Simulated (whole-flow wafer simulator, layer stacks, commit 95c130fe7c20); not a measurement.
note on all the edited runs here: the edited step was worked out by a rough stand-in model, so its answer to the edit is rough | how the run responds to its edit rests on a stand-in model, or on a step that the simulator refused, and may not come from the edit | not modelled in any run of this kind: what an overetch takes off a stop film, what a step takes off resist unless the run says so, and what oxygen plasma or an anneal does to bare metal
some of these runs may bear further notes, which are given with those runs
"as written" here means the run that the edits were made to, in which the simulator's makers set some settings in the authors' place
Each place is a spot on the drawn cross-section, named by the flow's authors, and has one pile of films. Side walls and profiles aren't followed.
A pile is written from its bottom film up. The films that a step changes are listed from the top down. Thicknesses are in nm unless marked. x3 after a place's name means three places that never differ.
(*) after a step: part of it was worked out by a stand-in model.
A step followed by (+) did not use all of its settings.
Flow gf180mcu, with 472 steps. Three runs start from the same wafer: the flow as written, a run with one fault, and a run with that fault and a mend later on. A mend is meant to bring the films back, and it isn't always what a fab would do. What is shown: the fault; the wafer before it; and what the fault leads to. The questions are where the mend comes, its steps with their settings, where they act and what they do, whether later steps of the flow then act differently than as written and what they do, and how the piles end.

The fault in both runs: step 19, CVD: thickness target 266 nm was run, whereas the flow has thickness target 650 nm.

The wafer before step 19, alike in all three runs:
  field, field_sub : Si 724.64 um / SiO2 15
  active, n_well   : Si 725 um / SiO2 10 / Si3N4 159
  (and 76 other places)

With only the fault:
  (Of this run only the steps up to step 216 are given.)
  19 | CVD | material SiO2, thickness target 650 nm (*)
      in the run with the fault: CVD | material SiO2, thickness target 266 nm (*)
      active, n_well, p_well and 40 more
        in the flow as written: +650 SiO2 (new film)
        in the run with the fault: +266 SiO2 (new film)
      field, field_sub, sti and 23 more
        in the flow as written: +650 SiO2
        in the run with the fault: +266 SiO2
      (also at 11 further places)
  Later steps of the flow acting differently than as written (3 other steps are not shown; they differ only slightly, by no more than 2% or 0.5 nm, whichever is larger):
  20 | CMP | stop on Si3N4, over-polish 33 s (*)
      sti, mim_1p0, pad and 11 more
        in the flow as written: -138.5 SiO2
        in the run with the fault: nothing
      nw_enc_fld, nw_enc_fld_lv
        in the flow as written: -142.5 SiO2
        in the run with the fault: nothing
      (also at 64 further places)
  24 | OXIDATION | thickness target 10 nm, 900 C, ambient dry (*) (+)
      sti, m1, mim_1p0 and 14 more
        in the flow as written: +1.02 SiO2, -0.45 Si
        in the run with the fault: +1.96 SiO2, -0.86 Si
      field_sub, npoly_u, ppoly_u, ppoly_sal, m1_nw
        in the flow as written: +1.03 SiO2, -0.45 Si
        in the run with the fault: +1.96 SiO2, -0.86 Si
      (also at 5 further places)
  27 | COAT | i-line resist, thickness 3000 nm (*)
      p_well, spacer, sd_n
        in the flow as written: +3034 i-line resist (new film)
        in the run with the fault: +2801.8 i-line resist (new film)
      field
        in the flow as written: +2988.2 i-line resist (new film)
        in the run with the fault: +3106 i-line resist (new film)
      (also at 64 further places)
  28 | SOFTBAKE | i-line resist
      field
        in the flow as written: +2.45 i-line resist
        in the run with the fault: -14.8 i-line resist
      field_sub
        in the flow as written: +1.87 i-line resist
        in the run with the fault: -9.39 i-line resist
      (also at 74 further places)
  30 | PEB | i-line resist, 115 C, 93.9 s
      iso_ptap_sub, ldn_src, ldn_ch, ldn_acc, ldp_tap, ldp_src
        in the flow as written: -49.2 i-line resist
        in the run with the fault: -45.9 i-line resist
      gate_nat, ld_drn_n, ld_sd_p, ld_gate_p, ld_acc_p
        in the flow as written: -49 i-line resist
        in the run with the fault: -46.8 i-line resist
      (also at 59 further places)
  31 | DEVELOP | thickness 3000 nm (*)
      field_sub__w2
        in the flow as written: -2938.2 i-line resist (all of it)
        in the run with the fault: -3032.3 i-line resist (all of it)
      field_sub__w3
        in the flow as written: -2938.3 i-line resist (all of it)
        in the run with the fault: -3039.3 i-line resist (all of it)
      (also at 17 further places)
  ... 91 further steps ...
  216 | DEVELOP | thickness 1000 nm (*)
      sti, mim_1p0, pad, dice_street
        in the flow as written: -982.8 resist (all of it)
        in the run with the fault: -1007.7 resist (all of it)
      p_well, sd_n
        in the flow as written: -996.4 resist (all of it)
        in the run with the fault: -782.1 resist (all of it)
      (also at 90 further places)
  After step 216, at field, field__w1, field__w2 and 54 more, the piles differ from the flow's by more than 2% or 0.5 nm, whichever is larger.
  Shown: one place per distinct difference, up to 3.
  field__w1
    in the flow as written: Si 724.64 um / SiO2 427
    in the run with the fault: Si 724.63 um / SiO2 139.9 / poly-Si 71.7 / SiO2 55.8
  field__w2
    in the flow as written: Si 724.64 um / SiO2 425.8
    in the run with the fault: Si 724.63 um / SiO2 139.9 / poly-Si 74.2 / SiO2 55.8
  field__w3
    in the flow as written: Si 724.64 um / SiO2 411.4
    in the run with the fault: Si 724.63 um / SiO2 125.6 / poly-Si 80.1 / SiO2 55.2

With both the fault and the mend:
  After step 19 comes the mend.
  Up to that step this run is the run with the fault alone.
  19a | CVD | material SiO2, thickness target 384 nm (*) (the flow's step 19 again, with other settings)
      field, field_sub, active and 76 more
        +384 SiO2
      m1
        +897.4 SiO2
  Every later step of the flow that is run acts as written, at every place that is followed, to within 2% or 0.5 nm, whichever is larger.
  When the end is reached, the piles differ only a little from the flow's at the places that both follow, at most by 2% or 0.5 nm, whichever is larger.
